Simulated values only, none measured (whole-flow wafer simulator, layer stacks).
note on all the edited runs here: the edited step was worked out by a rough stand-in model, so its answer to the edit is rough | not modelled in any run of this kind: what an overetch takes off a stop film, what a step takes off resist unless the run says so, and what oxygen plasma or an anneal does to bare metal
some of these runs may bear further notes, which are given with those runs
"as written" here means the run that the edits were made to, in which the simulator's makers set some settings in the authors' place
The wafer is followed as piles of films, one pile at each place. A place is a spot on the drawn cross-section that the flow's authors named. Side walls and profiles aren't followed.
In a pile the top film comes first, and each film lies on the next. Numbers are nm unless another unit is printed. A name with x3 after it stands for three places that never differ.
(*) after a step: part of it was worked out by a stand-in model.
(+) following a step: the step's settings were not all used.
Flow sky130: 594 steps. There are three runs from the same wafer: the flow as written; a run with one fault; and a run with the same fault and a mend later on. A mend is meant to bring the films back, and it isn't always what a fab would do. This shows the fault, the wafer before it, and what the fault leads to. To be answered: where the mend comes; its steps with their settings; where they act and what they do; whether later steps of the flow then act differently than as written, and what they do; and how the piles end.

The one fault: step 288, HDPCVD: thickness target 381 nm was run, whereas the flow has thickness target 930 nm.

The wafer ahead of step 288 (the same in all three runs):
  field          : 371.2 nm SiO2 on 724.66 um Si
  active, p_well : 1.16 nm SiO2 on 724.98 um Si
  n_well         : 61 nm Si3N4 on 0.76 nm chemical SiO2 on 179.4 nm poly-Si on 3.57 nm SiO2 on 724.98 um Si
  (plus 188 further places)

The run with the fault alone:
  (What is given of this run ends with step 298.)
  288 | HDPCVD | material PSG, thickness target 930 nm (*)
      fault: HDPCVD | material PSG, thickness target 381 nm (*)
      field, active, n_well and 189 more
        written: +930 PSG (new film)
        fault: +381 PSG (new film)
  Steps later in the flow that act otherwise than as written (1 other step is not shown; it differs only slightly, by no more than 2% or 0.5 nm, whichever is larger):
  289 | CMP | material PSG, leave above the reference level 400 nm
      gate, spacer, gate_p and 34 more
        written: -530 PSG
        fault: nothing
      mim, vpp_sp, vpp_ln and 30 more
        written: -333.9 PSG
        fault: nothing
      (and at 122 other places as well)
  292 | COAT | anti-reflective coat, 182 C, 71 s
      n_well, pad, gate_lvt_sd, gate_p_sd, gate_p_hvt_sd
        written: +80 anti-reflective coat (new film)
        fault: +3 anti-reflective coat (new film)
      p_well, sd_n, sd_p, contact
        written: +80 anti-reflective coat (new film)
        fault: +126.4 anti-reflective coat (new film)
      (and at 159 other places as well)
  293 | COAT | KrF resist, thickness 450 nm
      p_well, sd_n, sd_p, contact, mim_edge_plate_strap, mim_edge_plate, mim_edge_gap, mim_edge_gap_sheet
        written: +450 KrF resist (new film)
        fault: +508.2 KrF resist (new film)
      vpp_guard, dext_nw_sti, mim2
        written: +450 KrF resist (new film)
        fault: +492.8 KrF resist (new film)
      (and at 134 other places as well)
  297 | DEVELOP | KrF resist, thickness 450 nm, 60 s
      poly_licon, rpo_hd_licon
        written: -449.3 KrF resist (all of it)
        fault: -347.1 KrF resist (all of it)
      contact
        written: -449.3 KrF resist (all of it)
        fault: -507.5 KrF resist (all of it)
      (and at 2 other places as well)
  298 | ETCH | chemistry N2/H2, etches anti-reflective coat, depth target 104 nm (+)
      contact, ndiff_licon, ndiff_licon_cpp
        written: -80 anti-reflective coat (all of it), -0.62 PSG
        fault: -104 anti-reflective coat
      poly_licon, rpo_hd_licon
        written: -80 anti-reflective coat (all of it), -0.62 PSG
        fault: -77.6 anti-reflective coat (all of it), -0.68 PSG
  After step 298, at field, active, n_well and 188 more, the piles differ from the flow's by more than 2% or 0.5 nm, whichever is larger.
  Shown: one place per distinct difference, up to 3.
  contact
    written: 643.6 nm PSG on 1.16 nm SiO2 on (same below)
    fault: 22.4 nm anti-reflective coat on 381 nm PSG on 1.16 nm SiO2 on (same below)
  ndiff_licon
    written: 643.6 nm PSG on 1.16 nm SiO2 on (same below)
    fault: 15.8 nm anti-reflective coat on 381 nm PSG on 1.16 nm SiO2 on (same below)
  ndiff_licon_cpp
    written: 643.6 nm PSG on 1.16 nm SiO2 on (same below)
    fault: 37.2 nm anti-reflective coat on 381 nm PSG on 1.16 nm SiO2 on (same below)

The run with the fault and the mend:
  After step 288 comes the mend.
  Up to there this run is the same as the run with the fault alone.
  288a | HDPCVD | material PSG, thickness target 549 nm (*) (the flow's step 288 again, with other settings)
      field, active, n_well and 189 more
        +549 PSG
  Later steps of the flow that are run all act as written at every place that is followed, up to a difference of at most 2% or 0.5 nm, whichever is larger.
  When the end is reached, the piles differ only a little from the flow's at the places that both follow, at most by 2% or 0.5 nm, whichever is larger.
